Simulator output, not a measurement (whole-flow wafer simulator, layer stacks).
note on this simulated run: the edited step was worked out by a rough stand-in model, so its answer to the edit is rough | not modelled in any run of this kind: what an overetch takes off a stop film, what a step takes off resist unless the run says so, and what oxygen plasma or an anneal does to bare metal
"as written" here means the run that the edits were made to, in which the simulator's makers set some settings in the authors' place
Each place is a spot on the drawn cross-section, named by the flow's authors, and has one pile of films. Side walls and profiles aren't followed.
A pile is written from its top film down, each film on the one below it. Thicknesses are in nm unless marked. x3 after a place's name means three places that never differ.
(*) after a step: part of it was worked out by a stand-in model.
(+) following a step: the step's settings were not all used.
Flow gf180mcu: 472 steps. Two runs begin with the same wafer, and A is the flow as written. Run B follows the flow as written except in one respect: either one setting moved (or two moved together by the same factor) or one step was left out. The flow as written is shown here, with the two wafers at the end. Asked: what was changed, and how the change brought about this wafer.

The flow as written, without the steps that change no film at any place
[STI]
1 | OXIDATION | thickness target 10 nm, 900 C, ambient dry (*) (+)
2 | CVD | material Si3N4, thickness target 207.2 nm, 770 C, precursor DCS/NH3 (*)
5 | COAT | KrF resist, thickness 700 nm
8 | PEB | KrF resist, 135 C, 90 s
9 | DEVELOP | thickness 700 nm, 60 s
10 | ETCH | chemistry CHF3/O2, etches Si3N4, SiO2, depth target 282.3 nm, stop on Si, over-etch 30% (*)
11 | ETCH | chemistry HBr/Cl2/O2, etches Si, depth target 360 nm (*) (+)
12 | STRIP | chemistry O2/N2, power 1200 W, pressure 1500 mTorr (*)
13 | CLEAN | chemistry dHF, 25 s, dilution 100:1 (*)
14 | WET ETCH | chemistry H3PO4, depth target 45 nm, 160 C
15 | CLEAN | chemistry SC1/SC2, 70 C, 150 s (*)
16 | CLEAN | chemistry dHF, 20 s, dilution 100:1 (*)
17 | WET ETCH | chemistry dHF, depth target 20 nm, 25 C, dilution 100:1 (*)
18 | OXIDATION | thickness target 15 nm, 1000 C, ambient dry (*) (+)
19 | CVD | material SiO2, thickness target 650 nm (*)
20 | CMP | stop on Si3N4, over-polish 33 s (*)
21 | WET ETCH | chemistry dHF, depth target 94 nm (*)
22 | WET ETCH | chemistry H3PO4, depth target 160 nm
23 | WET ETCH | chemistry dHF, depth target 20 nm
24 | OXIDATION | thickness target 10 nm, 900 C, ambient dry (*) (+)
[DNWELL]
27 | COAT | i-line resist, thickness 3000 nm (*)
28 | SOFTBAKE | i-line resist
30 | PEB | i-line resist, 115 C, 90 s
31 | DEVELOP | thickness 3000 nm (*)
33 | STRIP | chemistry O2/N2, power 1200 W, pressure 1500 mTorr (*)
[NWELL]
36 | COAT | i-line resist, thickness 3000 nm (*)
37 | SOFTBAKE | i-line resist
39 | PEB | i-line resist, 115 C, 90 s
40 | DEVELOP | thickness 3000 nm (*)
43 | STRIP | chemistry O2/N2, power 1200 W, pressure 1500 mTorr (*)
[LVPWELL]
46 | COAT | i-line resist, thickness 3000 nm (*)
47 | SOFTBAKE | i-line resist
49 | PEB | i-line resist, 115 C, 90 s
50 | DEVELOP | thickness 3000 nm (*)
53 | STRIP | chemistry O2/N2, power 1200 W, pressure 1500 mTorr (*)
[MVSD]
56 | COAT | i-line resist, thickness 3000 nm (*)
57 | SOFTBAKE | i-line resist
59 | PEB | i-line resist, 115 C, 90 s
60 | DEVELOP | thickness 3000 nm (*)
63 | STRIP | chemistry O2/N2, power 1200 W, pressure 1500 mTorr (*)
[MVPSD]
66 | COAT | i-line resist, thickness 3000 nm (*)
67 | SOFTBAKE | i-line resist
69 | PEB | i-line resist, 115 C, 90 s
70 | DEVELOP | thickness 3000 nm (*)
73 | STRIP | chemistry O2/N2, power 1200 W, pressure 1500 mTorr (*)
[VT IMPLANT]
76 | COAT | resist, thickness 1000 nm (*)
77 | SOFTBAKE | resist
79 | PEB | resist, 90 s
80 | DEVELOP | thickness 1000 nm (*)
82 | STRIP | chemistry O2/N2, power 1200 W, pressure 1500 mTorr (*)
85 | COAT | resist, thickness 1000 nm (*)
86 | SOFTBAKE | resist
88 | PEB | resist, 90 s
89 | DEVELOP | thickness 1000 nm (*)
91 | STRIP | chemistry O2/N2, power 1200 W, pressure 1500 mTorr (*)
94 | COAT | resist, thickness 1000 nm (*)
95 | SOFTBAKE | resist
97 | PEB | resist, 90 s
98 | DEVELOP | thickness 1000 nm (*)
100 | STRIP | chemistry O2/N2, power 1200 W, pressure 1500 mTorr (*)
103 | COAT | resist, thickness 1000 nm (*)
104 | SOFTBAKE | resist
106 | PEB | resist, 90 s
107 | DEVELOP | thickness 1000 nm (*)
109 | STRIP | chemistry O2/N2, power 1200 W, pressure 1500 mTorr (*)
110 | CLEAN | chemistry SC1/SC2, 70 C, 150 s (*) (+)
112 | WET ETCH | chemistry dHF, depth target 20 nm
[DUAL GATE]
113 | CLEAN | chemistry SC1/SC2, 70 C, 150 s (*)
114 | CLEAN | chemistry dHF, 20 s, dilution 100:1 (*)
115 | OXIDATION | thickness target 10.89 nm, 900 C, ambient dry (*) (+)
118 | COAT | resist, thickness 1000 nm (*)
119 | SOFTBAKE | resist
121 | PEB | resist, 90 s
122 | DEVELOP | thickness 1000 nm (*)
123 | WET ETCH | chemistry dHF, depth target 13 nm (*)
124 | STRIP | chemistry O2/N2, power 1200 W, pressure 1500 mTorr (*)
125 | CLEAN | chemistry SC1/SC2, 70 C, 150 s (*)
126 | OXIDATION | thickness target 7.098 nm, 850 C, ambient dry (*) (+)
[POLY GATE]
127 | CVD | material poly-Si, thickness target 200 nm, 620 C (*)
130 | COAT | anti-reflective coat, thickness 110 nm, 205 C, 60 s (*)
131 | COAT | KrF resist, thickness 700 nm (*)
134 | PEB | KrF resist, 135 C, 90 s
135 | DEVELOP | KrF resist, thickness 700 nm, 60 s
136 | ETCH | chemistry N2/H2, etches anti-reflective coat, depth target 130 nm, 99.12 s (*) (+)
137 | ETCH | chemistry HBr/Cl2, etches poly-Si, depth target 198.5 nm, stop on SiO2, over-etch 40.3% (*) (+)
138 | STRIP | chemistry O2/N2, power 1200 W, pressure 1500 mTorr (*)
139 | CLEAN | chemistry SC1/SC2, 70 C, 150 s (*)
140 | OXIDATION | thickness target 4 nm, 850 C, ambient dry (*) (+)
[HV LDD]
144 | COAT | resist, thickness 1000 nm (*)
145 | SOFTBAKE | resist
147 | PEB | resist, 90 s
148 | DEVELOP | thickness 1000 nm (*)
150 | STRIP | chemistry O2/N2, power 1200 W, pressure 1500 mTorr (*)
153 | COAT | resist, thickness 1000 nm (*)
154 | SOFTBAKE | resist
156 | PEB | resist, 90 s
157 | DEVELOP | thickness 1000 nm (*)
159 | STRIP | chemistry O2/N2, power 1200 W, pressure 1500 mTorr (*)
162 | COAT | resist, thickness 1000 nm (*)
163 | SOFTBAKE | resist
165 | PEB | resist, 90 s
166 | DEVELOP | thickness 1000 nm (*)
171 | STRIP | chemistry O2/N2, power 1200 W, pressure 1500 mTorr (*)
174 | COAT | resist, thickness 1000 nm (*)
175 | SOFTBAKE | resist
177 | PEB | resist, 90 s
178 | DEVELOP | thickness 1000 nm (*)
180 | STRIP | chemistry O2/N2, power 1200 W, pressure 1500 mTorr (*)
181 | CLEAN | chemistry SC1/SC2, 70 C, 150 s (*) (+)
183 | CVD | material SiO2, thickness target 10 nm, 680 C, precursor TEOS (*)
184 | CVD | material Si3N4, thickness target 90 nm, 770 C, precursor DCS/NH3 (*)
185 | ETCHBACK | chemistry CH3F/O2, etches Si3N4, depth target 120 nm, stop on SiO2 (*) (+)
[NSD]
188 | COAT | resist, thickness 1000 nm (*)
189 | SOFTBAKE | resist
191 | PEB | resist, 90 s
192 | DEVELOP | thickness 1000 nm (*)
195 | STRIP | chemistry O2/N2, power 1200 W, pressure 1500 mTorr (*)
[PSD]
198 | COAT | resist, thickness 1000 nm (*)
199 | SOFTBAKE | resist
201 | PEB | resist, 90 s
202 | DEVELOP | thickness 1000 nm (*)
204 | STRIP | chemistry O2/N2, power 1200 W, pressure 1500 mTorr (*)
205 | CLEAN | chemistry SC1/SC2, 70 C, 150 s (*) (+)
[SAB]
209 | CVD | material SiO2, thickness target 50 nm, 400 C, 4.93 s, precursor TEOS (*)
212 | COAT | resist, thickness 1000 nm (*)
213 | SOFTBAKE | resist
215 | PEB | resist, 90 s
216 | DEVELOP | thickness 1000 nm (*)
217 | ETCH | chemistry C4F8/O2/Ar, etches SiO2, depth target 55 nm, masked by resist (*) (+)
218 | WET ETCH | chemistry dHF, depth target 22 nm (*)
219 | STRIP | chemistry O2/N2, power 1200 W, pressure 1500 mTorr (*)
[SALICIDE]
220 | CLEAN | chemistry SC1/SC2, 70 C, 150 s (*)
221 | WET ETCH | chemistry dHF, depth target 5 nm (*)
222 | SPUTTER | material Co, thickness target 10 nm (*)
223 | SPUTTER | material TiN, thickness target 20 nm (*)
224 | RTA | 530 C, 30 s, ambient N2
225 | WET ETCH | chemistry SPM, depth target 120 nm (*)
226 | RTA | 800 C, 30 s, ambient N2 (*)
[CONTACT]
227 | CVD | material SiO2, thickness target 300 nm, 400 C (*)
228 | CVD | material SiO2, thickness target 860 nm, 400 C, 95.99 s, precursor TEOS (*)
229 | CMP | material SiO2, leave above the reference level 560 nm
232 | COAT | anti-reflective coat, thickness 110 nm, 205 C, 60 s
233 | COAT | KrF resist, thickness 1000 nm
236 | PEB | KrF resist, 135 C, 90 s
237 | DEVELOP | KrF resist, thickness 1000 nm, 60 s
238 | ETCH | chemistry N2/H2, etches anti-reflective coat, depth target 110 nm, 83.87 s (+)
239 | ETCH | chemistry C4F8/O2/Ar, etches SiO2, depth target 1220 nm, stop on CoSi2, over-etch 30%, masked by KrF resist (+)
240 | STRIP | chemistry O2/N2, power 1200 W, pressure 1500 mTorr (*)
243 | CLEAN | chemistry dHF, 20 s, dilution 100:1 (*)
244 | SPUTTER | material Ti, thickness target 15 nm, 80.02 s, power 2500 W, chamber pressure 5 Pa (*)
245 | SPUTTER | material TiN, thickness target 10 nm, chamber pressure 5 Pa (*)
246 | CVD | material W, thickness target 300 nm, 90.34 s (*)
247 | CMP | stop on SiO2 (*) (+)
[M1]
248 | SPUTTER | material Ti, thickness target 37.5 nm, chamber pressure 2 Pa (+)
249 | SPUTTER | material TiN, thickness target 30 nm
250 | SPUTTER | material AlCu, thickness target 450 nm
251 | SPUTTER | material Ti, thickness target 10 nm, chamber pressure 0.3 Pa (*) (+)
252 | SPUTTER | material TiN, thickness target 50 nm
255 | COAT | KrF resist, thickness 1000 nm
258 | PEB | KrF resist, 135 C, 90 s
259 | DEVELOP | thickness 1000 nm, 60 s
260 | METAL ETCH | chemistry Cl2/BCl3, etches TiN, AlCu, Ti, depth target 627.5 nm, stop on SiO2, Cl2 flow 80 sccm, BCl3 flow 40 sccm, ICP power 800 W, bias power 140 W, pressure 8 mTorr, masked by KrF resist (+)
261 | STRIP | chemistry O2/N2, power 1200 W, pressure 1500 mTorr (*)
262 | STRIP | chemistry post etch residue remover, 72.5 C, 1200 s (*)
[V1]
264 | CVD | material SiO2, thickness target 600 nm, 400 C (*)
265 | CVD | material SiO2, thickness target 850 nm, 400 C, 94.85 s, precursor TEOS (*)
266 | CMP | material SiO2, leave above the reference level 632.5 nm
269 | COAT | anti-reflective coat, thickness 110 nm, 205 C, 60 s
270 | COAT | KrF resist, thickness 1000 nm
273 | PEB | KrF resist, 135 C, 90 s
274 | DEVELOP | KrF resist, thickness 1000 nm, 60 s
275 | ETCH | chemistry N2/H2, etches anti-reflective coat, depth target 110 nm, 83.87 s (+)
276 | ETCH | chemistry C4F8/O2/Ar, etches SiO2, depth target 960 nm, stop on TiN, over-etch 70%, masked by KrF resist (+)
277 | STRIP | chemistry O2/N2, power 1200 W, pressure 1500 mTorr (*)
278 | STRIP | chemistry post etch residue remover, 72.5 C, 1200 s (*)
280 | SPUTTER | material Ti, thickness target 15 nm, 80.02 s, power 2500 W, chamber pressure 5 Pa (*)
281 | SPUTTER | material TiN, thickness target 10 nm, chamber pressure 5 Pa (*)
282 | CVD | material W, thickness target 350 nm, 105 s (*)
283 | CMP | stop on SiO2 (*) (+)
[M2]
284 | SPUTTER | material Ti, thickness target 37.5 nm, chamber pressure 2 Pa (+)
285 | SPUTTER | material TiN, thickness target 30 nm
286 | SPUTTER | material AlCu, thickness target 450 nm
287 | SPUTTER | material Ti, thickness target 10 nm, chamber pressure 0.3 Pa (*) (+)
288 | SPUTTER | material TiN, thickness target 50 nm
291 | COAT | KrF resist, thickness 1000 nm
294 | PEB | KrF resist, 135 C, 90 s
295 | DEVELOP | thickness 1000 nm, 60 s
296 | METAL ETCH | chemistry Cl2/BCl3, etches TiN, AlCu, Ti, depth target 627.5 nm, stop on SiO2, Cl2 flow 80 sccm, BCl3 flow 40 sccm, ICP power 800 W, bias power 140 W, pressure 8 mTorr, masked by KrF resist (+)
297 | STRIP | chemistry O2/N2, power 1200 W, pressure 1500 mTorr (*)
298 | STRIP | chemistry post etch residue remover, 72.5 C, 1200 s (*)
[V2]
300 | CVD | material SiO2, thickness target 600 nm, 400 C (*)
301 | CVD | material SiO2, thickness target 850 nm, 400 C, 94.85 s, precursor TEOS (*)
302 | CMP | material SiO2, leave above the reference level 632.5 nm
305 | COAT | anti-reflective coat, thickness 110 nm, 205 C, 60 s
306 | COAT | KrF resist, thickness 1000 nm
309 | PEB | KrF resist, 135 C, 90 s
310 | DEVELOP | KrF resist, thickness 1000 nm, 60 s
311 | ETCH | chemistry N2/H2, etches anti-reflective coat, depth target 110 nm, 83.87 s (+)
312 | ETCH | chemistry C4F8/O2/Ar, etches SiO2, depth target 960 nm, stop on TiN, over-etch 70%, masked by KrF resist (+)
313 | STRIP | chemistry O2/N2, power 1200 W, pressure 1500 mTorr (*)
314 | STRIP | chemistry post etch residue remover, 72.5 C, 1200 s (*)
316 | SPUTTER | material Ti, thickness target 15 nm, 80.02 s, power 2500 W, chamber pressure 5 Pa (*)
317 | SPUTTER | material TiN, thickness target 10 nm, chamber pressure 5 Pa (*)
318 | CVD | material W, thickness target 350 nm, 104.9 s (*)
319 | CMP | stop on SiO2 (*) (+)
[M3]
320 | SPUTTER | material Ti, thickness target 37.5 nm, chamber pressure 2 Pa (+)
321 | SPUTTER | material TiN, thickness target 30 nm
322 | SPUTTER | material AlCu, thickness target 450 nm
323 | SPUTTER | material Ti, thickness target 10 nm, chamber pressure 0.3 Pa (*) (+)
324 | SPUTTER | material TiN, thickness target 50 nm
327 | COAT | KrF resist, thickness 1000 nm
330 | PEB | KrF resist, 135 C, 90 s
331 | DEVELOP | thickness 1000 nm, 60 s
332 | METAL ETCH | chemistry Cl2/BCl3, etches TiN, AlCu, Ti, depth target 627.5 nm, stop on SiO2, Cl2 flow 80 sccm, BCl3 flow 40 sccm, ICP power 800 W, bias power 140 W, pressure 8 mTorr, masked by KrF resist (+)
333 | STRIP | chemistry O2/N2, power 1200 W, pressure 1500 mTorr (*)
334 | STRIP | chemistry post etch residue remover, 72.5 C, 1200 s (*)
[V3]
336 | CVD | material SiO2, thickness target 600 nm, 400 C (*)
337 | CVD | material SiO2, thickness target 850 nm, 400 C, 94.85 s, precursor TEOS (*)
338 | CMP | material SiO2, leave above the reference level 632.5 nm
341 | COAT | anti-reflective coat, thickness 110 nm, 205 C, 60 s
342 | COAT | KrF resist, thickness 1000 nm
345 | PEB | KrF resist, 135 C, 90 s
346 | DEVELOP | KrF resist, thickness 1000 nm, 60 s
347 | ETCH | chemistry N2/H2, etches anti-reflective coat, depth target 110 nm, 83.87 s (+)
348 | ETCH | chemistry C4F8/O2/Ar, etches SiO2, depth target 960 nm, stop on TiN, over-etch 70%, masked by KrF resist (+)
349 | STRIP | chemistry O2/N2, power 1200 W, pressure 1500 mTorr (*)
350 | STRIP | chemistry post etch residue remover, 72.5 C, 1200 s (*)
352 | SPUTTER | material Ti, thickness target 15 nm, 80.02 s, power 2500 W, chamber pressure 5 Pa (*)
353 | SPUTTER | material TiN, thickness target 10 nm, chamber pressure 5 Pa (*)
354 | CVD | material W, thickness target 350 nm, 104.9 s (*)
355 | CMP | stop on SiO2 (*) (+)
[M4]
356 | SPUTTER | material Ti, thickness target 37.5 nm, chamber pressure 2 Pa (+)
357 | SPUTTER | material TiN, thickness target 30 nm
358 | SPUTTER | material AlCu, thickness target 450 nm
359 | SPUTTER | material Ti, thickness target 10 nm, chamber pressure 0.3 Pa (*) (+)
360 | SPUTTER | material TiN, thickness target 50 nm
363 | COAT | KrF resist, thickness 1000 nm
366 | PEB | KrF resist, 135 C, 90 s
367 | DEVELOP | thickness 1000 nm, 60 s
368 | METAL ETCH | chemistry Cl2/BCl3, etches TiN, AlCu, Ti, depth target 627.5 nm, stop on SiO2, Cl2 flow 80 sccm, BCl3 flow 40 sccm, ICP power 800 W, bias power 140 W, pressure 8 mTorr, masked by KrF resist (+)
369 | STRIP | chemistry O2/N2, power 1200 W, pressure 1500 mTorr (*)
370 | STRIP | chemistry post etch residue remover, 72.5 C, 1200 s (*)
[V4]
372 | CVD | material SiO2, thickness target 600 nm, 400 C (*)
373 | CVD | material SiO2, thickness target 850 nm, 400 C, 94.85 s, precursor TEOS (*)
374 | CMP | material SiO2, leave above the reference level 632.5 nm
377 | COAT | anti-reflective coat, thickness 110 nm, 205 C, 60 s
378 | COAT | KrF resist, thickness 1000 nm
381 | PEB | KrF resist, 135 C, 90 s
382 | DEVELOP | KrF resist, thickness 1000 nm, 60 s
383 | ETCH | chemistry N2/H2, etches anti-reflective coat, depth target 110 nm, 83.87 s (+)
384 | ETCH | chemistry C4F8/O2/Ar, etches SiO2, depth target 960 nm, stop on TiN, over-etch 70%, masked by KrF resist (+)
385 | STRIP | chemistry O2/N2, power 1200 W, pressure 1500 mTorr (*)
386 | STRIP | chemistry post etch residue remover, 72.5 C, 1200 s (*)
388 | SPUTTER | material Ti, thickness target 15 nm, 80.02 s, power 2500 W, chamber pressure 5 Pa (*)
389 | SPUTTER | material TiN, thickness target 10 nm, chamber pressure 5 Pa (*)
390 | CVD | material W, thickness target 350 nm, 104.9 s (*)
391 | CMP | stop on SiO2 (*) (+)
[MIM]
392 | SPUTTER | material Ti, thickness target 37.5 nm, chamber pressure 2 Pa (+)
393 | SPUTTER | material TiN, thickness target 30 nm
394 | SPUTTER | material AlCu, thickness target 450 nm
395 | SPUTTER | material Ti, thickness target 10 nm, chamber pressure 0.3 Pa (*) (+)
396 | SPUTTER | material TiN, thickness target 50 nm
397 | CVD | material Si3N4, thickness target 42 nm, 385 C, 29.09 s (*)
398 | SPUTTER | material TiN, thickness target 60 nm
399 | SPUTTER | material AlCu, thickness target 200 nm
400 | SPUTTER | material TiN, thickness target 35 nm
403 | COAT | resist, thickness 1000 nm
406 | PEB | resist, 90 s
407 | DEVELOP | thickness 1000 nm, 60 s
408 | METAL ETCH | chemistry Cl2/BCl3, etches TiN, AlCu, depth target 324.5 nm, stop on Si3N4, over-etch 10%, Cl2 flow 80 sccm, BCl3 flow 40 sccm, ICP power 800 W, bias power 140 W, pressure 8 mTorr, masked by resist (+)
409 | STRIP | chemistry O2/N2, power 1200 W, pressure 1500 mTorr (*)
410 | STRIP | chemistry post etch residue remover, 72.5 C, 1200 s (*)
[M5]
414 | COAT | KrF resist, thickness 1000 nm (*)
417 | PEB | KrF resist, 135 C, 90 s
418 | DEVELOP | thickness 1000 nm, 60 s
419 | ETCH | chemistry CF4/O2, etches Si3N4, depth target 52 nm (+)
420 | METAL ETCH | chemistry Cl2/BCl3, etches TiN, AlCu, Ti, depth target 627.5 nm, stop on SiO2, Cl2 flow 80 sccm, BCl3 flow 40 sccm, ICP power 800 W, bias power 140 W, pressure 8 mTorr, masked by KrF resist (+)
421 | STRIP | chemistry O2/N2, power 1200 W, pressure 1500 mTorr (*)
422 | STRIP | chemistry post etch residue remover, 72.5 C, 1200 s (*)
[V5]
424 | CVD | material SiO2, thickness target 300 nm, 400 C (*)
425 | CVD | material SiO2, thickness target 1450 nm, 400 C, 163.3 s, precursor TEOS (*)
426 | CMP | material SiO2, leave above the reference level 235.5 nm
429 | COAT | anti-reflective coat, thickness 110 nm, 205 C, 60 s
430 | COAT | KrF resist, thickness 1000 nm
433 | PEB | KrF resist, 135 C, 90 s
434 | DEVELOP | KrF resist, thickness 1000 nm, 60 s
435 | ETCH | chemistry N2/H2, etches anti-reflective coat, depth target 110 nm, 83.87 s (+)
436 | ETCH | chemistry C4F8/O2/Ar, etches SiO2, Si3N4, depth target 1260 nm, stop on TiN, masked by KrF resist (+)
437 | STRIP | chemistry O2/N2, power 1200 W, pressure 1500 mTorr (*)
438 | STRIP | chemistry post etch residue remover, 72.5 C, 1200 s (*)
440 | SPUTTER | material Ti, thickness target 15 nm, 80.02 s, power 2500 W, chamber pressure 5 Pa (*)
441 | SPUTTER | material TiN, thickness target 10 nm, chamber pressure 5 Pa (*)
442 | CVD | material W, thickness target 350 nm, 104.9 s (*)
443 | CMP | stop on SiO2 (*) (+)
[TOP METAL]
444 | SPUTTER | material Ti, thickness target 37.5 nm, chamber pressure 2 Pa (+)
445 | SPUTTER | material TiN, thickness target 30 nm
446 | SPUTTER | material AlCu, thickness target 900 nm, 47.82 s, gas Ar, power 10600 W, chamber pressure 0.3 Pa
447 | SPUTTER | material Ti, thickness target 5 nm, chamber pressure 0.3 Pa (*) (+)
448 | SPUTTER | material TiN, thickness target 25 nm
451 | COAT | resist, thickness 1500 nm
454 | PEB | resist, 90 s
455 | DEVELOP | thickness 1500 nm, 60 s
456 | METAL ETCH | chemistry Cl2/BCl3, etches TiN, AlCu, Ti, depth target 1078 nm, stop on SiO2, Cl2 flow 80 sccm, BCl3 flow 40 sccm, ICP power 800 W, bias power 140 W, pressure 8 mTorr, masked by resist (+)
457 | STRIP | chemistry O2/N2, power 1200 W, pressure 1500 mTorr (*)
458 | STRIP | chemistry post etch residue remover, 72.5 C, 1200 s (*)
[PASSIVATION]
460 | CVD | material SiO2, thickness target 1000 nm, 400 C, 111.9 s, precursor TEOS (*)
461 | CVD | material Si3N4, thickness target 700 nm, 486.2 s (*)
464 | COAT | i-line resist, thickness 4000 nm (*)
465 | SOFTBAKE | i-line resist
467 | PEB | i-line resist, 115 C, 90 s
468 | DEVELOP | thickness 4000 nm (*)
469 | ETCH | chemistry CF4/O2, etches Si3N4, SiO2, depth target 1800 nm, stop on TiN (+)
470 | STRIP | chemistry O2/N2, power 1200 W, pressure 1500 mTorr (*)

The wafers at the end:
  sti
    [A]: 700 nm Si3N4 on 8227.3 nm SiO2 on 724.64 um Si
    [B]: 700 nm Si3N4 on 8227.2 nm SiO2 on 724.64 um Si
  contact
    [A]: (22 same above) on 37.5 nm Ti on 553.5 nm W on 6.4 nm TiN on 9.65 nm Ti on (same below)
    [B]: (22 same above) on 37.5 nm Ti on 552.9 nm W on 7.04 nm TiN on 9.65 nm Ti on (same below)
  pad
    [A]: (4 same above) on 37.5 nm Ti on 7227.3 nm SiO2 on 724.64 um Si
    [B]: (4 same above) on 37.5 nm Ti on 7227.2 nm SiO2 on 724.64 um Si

The reason: step 353, SPUTTER: thickness target 11 nm was run, though the flow has thickness target 10 nm.

The path from the change to this, step by step:
  353 | SPUTTER | material TiN, thickness target 10 nm, chamber pressure 5 Pa (*)
      field, field__w1, field__w2 and 107 more: A +10 TiN (new film) | B +11 TiN (new film)
      contact: A +6.4 TiN (new film) | B +7.04 TiN (new film)
  355 | CMP | stop on SiO2 (*) (+)
      field, field__w1, field__w2 and 107 more: A -350 W (all of it), -10 TiN (all of it), -15 Ti (all of it), -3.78 SiO2 | B -350 W (all of it), -11 TiN (all of it), -15 Ti (all of it), -3.79 SiO2
